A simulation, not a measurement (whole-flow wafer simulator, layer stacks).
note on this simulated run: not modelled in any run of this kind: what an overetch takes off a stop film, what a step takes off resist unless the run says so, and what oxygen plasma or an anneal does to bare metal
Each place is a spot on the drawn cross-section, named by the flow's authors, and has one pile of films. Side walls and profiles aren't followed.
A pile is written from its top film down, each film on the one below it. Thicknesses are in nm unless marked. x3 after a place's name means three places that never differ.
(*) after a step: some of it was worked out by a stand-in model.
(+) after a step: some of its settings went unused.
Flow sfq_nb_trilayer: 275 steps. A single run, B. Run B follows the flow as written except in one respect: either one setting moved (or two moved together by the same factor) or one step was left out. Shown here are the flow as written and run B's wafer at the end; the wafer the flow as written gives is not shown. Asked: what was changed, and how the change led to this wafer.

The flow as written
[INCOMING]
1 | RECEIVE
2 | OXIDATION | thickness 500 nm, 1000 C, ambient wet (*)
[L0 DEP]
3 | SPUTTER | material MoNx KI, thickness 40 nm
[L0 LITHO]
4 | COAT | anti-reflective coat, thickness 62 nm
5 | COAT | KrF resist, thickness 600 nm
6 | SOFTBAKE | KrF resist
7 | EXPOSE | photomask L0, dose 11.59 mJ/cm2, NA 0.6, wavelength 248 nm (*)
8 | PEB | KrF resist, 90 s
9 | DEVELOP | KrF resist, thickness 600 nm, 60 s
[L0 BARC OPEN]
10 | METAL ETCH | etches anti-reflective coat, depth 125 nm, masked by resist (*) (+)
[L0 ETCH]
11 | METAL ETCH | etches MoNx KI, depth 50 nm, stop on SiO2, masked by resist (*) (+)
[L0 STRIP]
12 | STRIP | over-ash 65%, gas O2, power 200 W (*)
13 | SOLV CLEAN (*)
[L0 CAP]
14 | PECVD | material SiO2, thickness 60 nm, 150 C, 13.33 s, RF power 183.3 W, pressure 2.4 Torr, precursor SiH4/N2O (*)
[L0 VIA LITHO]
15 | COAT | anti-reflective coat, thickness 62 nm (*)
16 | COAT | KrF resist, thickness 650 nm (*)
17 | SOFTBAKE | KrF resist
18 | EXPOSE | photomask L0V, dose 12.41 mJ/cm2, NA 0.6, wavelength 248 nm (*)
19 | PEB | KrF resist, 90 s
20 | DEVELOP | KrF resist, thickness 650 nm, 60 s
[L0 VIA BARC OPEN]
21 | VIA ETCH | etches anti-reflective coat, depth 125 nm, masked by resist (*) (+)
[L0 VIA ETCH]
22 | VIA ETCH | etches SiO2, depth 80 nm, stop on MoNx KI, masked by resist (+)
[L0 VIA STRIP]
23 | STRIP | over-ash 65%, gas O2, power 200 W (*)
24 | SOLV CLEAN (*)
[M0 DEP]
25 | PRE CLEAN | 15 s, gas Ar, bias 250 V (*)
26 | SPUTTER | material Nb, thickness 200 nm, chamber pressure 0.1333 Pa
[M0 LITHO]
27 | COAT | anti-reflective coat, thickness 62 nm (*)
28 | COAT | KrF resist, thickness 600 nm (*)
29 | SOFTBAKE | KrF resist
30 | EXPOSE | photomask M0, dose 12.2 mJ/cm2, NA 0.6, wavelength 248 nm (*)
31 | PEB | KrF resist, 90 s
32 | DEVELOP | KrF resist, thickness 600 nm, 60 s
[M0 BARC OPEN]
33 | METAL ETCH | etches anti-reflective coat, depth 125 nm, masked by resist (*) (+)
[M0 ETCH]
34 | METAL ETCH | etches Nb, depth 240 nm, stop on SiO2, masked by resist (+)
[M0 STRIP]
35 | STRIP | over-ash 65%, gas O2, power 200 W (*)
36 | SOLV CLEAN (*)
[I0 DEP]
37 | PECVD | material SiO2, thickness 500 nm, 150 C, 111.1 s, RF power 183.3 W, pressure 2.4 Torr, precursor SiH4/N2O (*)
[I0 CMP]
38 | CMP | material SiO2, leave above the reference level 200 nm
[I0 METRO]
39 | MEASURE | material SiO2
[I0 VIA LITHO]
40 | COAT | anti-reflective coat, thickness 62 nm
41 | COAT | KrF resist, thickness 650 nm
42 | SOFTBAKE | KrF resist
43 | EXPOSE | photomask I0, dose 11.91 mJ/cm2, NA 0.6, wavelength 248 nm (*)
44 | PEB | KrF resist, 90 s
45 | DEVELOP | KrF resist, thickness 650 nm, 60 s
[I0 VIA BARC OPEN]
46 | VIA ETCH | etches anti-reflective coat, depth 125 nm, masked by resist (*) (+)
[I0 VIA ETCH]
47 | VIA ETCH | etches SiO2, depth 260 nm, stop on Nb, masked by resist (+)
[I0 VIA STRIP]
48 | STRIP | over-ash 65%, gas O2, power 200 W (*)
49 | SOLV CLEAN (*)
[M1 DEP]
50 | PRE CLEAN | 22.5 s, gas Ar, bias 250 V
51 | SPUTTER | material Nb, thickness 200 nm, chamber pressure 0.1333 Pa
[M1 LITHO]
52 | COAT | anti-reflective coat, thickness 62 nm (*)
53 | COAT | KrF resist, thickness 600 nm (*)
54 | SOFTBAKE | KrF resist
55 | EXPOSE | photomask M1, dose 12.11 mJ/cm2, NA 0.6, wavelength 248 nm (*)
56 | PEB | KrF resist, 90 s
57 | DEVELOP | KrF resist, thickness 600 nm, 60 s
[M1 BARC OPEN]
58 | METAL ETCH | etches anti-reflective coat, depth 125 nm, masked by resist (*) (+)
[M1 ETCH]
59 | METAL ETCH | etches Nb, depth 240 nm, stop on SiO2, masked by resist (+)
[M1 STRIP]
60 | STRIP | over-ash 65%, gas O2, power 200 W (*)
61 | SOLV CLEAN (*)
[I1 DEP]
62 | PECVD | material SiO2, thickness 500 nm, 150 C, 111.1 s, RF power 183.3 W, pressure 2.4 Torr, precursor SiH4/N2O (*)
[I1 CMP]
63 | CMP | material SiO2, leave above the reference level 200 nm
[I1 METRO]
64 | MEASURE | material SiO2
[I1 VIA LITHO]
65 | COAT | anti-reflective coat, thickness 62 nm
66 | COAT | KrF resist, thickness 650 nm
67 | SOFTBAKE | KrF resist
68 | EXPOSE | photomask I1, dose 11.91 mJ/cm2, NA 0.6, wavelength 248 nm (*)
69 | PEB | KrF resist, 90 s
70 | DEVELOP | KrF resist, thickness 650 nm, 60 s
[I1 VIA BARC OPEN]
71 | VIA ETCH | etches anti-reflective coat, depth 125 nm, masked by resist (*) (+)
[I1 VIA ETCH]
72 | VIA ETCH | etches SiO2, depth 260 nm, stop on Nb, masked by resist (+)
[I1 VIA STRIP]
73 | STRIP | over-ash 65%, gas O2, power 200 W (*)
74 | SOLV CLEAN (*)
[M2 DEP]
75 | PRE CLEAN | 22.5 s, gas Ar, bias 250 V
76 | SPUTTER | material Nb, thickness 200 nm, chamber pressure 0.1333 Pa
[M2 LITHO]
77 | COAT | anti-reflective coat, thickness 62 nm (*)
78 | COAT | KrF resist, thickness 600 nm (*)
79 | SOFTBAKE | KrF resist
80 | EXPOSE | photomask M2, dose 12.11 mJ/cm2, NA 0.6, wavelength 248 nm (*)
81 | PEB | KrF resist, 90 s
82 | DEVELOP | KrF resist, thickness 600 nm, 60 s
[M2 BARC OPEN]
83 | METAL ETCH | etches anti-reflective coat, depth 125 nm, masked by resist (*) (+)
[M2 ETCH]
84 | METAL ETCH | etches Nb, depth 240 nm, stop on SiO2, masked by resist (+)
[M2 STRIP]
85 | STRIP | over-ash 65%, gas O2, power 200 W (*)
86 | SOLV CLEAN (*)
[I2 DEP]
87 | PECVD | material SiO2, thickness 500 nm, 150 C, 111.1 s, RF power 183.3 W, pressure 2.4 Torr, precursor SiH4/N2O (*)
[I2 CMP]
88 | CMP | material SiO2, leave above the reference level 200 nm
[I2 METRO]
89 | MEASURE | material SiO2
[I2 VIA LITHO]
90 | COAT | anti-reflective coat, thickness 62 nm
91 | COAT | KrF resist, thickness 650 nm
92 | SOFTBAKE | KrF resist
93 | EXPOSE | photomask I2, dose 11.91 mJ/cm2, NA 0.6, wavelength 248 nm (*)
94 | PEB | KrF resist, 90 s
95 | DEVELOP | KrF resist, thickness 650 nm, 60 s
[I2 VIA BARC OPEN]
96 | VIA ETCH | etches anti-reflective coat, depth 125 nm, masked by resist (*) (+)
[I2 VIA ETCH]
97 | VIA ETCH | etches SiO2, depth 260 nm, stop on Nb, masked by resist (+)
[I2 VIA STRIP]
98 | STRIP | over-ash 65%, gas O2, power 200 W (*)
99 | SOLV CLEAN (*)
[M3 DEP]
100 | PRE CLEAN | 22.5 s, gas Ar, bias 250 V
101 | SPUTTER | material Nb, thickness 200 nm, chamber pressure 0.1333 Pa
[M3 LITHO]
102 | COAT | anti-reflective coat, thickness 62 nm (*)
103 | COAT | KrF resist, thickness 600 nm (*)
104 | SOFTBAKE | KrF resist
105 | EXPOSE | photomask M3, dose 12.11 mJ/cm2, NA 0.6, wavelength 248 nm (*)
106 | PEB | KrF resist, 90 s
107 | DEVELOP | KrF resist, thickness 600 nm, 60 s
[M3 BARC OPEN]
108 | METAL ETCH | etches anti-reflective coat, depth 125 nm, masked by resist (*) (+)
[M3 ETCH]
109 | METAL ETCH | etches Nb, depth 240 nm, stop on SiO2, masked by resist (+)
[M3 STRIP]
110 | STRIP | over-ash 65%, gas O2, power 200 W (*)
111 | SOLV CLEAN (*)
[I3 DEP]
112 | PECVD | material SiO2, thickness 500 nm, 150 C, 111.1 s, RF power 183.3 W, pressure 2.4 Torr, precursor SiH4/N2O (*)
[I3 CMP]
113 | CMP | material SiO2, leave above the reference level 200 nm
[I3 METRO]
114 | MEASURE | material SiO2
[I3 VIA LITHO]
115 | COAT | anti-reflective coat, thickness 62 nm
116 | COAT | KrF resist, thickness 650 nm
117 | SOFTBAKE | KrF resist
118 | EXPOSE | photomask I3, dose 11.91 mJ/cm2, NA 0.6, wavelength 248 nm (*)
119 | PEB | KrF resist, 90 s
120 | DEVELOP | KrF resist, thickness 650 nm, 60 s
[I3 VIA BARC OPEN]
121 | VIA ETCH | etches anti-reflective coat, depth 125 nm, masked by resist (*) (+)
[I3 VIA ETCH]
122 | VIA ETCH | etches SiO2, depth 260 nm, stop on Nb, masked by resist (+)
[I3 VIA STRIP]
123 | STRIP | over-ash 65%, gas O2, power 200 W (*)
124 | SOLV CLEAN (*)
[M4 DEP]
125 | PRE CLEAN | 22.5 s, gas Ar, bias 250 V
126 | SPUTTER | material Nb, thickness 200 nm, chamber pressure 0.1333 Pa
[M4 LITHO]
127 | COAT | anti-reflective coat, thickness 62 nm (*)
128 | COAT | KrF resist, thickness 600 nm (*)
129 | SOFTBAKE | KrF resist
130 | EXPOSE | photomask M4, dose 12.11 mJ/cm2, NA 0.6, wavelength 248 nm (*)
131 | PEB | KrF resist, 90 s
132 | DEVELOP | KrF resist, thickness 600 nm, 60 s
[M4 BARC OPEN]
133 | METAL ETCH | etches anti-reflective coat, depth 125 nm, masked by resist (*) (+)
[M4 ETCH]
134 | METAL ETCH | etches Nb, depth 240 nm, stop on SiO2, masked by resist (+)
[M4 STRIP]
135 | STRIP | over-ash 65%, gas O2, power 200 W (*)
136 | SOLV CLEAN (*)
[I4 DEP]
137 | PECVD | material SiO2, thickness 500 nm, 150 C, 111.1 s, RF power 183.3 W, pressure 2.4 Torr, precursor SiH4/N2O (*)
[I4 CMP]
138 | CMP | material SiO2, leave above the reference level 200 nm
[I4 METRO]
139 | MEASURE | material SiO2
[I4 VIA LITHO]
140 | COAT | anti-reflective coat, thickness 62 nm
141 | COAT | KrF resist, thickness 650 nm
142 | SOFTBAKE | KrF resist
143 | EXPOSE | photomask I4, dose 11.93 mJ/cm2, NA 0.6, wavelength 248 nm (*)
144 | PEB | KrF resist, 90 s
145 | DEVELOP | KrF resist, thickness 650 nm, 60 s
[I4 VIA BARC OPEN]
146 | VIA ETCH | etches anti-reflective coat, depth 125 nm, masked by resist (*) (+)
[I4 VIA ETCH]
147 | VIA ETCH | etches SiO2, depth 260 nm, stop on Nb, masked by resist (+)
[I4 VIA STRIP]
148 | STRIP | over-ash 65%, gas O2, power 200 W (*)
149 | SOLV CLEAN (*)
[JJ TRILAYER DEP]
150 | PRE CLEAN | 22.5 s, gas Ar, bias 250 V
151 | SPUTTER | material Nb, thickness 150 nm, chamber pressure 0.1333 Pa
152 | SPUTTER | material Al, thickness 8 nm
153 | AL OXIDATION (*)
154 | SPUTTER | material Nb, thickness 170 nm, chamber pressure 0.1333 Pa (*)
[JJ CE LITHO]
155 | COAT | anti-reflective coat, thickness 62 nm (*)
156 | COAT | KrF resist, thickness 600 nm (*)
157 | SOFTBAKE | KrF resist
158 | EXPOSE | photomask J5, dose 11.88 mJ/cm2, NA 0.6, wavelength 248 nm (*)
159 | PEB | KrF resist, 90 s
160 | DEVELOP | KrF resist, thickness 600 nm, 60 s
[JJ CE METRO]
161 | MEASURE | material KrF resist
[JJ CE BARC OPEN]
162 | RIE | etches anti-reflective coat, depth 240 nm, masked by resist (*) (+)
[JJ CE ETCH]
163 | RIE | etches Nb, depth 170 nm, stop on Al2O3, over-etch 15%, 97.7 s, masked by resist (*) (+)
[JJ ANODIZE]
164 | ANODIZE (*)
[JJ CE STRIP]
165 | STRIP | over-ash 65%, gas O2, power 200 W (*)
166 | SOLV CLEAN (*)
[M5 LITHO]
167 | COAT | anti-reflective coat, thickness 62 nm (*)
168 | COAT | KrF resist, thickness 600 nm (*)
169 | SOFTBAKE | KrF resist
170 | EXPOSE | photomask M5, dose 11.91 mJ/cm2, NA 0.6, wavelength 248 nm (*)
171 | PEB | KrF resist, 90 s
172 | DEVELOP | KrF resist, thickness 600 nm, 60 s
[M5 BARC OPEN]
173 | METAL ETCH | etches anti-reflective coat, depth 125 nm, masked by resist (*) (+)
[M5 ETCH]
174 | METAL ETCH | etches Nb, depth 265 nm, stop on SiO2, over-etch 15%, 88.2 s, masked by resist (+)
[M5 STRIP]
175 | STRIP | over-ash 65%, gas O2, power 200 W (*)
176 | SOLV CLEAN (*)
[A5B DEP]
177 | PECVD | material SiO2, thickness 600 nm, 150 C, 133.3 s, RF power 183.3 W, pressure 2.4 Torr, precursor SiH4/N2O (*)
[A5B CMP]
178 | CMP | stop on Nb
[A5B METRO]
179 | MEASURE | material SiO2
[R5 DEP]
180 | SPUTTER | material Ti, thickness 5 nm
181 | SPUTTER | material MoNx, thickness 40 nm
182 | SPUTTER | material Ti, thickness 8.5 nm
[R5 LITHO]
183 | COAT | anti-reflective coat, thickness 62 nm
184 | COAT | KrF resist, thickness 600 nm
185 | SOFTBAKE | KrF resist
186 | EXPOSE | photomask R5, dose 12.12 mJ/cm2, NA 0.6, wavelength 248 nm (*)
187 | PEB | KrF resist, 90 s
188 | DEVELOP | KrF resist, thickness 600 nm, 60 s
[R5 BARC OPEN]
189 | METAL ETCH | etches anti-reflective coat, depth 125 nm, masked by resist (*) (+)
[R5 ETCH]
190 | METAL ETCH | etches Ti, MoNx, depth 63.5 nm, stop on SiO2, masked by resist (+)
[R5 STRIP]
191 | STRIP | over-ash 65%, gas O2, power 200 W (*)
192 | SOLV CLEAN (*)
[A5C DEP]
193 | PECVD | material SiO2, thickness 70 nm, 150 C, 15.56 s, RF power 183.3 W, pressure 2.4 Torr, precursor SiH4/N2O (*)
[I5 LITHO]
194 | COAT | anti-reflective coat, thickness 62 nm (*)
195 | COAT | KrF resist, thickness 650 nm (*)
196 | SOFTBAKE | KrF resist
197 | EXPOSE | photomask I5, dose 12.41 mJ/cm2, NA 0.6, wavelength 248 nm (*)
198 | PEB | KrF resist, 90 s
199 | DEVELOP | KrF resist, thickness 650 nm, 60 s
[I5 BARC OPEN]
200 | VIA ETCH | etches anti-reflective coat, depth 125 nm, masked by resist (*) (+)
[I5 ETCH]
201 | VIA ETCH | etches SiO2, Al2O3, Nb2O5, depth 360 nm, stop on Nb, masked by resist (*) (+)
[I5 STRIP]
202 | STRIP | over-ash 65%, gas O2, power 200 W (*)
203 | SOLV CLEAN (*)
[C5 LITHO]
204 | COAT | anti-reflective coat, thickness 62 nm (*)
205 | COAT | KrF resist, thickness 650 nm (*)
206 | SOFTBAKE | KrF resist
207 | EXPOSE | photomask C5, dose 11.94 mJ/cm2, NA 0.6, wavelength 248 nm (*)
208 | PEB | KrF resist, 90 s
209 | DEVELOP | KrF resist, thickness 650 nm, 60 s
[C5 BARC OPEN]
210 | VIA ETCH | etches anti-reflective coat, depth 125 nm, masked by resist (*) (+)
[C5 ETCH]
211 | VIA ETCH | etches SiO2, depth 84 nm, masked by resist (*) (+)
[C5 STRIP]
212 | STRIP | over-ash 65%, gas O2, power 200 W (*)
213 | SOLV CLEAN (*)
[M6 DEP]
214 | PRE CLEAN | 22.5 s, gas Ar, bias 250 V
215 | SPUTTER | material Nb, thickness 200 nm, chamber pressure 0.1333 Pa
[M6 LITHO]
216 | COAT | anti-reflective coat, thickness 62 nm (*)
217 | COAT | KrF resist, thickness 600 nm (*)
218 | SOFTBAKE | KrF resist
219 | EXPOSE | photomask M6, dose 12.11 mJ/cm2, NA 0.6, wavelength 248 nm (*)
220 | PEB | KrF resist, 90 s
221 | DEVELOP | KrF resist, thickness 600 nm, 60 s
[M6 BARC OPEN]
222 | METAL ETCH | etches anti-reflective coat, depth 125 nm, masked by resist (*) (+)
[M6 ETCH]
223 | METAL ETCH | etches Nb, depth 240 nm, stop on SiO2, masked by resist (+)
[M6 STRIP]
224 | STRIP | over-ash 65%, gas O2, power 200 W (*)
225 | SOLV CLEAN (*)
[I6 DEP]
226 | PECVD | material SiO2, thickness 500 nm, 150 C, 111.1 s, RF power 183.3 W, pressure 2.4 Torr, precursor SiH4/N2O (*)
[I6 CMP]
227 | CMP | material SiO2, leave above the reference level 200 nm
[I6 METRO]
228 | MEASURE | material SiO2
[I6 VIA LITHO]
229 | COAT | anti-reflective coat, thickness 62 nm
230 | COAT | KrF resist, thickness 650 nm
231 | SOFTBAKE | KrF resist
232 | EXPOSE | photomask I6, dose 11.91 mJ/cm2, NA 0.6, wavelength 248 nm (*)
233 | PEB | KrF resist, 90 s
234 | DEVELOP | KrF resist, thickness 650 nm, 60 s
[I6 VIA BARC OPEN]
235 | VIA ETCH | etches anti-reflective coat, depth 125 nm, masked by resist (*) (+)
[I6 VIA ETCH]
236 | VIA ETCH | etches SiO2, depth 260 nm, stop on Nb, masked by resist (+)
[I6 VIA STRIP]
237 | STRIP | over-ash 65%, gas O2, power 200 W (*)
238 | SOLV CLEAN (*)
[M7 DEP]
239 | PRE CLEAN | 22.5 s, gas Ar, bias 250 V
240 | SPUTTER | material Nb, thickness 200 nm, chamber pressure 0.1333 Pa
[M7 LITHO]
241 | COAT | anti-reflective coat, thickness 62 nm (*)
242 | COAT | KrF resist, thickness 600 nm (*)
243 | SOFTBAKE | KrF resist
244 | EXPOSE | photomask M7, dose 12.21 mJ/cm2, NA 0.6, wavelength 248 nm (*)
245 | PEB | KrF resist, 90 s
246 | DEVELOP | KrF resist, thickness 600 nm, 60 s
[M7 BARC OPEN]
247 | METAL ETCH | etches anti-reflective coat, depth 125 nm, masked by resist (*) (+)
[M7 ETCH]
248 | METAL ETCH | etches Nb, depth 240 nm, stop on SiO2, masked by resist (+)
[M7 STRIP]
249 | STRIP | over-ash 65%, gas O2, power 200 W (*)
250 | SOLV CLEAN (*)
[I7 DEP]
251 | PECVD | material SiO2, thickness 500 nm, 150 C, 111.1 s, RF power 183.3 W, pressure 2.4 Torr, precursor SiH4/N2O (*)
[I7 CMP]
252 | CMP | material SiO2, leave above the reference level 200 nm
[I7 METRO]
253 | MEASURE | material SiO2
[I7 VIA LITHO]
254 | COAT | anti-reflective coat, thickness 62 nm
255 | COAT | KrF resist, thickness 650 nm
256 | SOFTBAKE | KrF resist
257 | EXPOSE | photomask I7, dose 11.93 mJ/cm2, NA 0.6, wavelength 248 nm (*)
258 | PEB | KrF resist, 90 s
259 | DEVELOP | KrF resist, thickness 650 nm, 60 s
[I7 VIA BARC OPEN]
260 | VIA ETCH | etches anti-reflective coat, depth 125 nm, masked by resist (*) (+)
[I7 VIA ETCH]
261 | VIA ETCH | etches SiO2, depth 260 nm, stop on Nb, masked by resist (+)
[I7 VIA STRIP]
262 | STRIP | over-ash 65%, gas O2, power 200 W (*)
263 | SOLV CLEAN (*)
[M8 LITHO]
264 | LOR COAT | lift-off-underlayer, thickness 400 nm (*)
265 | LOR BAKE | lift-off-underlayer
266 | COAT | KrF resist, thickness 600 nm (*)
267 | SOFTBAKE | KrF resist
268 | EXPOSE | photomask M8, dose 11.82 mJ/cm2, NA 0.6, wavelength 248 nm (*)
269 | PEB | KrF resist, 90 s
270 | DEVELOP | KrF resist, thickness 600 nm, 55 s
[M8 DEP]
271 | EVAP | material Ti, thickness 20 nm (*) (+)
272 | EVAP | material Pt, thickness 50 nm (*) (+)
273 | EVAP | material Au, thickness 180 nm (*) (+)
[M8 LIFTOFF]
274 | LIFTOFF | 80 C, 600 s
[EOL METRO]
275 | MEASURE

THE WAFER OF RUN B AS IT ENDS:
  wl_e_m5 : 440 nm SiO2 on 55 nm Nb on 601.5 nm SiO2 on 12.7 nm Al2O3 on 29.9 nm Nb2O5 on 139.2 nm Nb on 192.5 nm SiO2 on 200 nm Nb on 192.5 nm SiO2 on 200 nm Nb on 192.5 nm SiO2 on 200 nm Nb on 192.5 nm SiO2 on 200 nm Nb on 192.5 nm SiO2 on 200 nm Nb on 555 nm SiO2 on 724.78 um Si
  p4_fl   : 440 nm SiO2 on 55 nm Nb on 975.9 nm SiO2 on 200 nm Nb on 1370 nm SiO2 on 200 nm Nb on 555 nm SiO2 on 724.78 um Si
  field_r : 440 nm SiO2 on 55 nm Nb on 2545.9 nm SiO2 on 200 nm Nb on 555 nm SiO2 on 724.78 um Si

The reason: step 240, SPUTTER: thickness 295 nm was run, whereas the flow has thickness 200 nm.

How this came from the change, step by step:
  240 | SPUTTER | material Nb, thickness 200 nm, chamber pressure 0.1333 Pa
      field_l, v_sur, via_wl and 102 more: Nb gains 295 (new film) (in the flow as written it would be: Nb gains 200 (new film))
      via_v: Nb gains 238.2 (in the flow as written it would be: Nb gains 161.1)
  241 | COAT | anti-reflective coat, thickness 62 nm (*)
      via_v: anti-reflective coat gains 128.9 (new film) (in the flow as written it would be: anti-reflective coat gains 126 (new film))
  248 | METAL ETCH | etches Nb, depth 240 nm, stop on SiO2, masked by resist (+)
      field_l, field_r, lsp_l and 62 more: Nb loses 240 (in the flow as written it would be: Nb loses 200 (all of it))
  249 | STRIP | over-ash 65%, gas O2, power 200 W (*)
      via_v: KrF resist loses 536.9 (all of it), anti-reflective coat loses 128.9 (all of it) (in the flow as written it would be: KrF resist loses 524.5 (all of it), anti-reflective coat loses 126 (all of it))
  251 | PECVD | material SiO2, thickness 500 nm, 150 C, 111.1 s, RF power 183.3 W, pressure 2.4 Torr, precursor SiH4/N2O (*)
      field_l, p4_fl, p4_fm and 56 more: SiO2 gains 500 (new film) (in the flow as written it would be: SiO2 gains 500)
      field_r, lsp_l: SiO2 gains 473.2 (new film) (in the flow as written it would be: SiO2 gains 477.7)
      (and at 4 other places as well)
  252 | CMP | material SiO2, leave above the reference level 200 nm
      field_l, p4_fl, p4_fm and 56 more: SiO2 loses 60 (in the flow as written it would be: SiO2 loses 100)
      field_r, lsp_l: SiO2 loses 33.2 (in the flow as written it would be: SiO2 loses 77.7)
      (and at 3 other places as well)
If metal films that touch count as one body, wl_e_m5 has 7 bodies (between them, from the top down: SiO2 601.5 / Al2O3 12.7 / Nb2O5 29.9; SiO2 192.5; SiO2 192.5; SiO2 192.5; SiO2 192.5; SiO2 192.5); the flow as written gives 6 bodies (between them, from the top down: SiO2 192.5; SiO2 192.5; SiO2 192.5; SiO2 192.5; SiO2 192.5).
If metal films that touch count as one body, p4_fl has 3 bodies (between them, from the top down: SiO2 975.9; SiO2 1370); the flow as written gives 2 bodies (between them, from the top down: SiO2 1370).
If metal films that touch count as one body, field_r has 2 bodies (between them, from the top down: SiO2 2545.9); the flow as written gives 1 body.
